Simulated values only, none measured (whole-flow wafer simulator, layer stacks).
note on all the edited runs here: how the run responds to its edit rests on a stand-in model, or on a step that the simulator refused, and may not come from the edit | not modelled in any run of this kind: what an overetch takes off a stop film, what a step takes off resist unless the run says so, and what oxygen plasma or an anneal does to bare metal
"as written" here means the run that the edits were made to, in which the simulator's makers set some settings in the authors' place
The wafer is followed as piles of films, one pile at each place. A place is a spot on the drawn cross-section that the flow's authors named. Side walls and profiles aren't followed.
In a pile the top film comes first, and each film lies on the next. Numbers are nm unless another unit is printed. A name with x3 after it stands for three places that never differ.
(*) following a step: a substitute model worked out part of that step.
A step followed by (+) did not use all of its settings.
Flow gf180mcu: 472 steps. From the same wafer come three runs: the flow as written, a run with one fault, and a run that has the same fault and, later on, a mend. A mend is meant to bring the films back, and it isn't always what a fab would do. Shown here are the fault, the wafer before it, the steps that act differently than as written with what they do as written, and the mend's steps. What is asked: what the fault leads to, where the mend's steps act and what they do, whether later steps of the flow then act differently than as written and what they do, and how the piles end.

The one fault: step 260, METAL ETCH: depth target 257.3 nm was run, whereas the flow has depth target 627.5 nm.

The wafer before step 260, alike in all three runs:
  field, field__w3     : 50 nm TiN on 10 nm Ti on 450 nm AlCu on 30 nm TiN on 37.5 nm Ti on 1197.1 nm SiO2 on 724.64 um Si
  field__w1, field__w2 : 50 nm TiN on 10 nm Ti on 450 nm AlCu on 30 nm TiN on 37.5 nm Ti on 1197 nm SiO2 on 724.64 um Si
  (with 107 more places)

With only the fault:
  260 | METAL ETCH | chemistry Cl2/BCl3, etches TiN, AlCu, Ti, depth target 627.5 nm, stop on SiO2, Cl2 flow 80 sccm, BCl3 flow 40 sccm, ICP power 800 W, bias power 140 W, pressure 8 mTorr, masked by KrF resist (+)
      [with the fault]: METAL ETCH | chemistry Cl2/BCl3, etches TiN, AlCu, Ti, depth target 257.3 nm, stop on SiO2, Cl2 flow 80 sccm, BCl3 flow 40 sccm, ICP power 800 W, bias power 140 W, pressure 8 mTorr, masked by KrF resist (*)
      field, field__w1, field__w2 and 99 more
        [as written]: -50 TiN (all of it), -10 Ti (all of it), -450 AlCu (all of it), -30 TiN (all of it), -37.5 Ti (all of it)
        [with the fault]: -50 TiN (all of it), -10 Ti (all of it), -197.3 AlCu
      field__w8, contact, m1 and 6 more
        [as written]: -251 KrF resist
        [with the fault]: -102.9 KrF resist
  Steps further on in the flow that do not act as written:
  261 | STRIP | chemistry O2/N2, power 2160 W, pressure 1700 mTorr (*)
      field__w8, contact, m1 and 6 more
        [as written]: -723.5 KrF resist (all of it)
        [with the fault]: -871.6 KrF resist (all of it)
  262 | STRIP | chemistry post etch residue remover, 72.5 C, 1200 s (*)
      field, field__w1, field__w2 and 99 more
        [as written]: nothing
        [with the fault]: -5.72 AlCu
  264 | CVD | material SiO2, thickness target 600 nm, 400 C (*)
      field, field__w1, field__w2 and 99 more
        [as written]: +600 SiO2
        [with the fault]: +600 SiO2 (new film)
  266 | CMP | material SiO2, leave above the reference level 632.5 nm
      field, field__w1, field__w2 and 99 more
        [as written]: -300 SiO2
        [with the fault]: -614.5 SiO2
  At field, field__w1, field__w2 and 100 more, the piles at the end differ from the flow's by more than 2% or 0.5 nm, whichever is larger.
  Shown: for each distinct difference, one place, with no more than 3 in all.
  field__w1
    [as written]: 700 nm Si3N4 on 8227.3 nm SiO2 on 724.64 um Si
    [with the fault]: 700 nm Si3N4 on 6715.8 nm SiO2 on 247 nm AlCu on 30 nm TiN on 37.5 nm Ti on 1197 nm SiO2 on 724.64 um Si
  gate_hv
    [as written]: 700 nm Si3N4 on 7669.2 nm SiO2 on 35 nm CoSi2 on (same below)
    [with the fault]: 700 nm Si3N4 on 6715.8 nm SiO2 on 247 nm AlCu on 30 nm TiN on 37.5 nm Ti on 638.9 nm SiO2 on 35 nm CoSi2 on (same below)
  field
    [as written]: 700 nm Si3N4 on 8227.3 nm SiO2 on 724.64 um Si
    [with the fault]: 700 nm Si3N4 on 6715.8 nm SiO2 on 247 nm AlCu on 30 nm TiN on 37.5 nm Ti on 1197.1 nm SiO2 on 724.64 um Si

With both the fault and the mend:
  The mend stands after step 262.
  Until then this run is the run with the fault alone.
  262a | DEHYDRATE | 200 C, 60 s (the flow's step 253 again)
      does not change any film at any place that is followed
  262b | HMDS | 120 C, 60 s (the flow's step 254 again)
      does not change any film at any place that is followed
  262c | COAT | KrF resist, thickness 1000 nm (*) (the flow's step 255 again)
      iso_ptap_pw, iso_ntap_nw, iso_nw_fld and 33 more
        +1000 KrF resist (new film)
      field__w5, field__w9, field_sub__w1 and 15 more
        +1001.7 KrF resist (new film)
      field__w6, field_sub, p_well and 9 more
        +1001.8 KrF resist (new film)
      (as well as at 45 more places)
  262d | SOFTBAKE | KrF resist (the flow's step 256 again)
      does not change any film at any place that is followed
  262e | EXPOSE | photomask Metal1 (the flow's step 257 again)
      does not change any film at any place that is followed
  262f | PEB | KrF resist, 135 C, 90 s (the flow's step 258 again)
      field__w1, field__w2, field__w3 and 58 more
        -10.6 KrF resist
      iso_ptap_pw, iso_ntap_nw, iso_nw_fld and 33 more
        -10.5 KrF resist
      field__w8, m1, polyc_n_rim
        -7.34 KrF resist
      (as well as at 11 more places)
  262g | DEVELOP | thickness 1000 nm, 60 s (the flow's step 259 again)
      iso_ptap_pw, iso_ntap_nw, iso_nw_fld and 33 more
        -989.5 KrF resist (all of it)
      field_sub__w2, field_sub__w4, ld_gate_n and 13 more
        -991.1 KrF resist (all of it)
      field__w5, field__w6, field__w9 and 9 more
        -991.2 KrF resist (all of it)
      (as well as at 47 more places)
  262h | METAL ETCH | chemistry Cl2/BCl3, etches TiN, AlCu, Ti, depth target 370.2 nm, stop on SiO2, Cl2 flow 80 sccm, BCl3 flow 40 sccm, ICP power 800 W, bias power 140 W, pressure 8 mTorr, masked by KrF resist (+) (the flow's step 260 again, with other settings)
      field, field__w1, field__w2 and 99 more
        -247 AlCu (all of it), -30 TiN (all of it), -37.5 Ti (all of it)
      field__w8, contact, m1 and 6 more
        -148.1 KrF resist
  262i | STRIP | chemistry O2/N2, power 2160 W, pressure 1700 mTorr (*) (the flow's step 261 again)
      field__w8
        -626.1 KrF resist (all of it)
      contact
        -624.6 KrF resist (all of it)
      m1
        -625.9 KrF resist (all of it)
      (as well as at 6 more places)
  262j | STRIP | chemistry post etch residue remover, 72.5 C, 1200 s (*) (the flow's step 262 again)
      field__w8, contact, m1 and 6 more
        -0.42 TiN
  Every later step of the flow that is run acts as written, at every place that is followed, to within 2% or 0.5 nm, whichever is larger.
  When the end is reached, the piles differ only a little from the flow's at the places that both follow, at most by 2% or 0.5 nm, whichever is larger.
